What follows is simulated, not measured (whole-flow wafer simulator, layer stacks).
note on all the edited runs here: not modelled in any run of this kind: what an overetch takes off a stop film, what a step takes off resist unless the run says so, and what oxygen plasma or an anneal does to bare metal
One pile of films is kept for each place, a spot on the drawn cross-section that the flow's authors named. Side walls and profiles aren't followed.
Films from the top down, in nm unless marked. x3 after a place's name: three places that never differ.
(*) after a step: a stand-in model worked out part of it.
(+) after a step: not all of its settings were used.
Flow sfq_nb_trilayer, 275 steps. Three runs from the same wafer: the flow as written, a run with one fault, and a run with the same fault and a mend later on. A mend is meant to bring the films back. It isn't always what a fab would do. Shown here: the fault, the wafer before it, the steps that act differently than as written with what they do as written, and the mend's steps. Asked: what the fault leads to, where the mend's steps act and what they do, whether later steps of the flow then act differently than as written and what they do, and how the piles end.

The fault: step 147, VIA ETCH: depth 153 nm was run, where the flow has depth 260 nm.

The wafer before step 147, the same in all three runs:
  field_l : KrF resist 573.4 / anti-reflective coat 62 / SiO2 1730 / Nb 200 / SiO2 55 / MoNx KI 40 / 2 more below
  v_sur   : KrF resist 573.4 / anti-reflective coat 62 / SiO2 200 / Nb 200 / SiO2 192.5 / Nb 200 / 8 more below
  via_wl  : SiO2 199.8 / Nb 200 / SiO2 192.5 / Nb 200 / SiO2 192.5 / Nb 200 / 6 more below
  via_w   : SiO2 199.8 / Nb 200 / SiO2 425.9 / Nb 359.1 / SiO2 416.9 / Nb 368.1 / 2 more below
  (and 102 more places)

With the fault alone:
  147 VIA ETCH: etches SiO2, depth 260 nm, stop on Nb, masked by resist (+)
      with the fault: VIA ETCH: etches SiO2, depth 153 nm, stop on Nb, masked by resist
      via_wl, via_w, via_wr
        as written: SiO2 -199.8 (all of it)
        with the fault: SiO2 -153
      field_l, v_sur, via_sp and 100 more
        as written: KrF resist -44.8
        with the fault: KrF resist -26.4
  Later steps of the flow that act differently than as written (5 more steps differ only slightly, by at most 2% or 0.5 nm, whichever is larger, and aren't shown):
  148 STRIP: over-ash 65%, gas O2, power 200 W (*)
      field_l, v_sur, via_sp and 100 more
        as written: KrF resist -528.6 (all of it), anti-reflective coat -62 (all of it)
        with the fault: KrF resist -547.1 (all of it), anti-reflective coat -62 (all of it)
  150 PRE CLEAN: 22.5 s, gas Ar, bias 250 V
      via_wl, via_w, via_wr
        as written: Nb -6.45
        with the fault: SiO2 -7.5
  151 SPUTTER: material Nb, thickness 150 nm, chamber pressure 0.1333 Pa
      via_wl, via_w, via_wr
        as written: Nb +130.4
        with the fault: Nb +135.7 (new film)
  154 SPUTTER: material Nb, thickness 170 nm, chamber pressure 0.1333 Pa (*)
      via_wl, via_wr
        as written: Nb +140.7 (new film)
        with the fault: Nb +148.6 (new film)
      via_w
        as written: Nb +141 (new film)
        with the fault: Nb +149 (new film)
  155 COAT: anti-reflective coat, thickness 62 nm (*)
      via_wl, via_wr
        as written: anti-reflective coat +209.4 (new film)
        with the fault: anti-reflective coat +166.4 (new film)
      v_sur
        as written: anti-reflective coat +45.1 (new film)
        with the fault: anti-reflective coat +46.9 (new film)
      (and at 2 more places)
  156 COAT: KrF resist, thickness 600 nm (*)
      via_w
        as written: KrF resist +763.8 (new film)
        with the fault: KrF resist +720.3 (new film)
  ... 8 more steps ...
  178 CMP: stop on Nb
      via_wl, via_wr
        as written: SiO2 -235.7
        with the fault: SiO2 -286.8
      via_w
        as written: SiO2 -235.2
        with the fault: SiO2 -286.3
  At the end the piles differ from the flow's by more than 2% or 0.5 nm, whichever is larger, at via_wl, via_w, via_wr.
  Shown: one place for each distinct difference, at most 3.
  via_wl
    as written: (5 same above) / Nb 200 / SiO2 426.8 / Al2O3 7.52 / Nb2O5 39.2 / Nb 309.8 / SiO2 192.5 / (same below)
    with the fault: (5 same above) / Nb 200 / SiO2 375.7 / Al2O3 7.67 / Nb2O5 38.9 / Nb 121.7 / SiO2 39.3 / Nb 200 / SiO2 192.5 / (same below)
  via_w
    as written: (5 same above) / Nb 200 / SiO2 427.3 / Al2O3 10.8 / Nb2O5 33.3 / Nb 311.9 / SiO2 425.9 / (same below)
    with the fault: (5 same above) / Nb 200 / SiO2 376.2 / Al2O3 11.3 / Nb2O5 32.4 / Nb 124.1 / SiO2 39.3 / Nb 200 / SiO2 425.9 / (same below)

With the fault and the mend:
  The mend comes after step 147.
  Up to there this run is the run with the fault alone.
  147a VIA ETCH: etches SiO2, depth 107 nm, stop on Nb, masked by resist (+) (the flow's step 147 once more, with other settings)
      field_l, v_sur, via_sp and 100 more
        KrF resist -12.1
      via_wl, via_w, via_wr
        SiO2 -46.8 (all of it)
  No later step of the flow acts differently than as written, at any place that is followed, by more than 2% or 0.5 nm, whichever is larger.
  At the end the piles are the same as the flow's at every place that both follow.
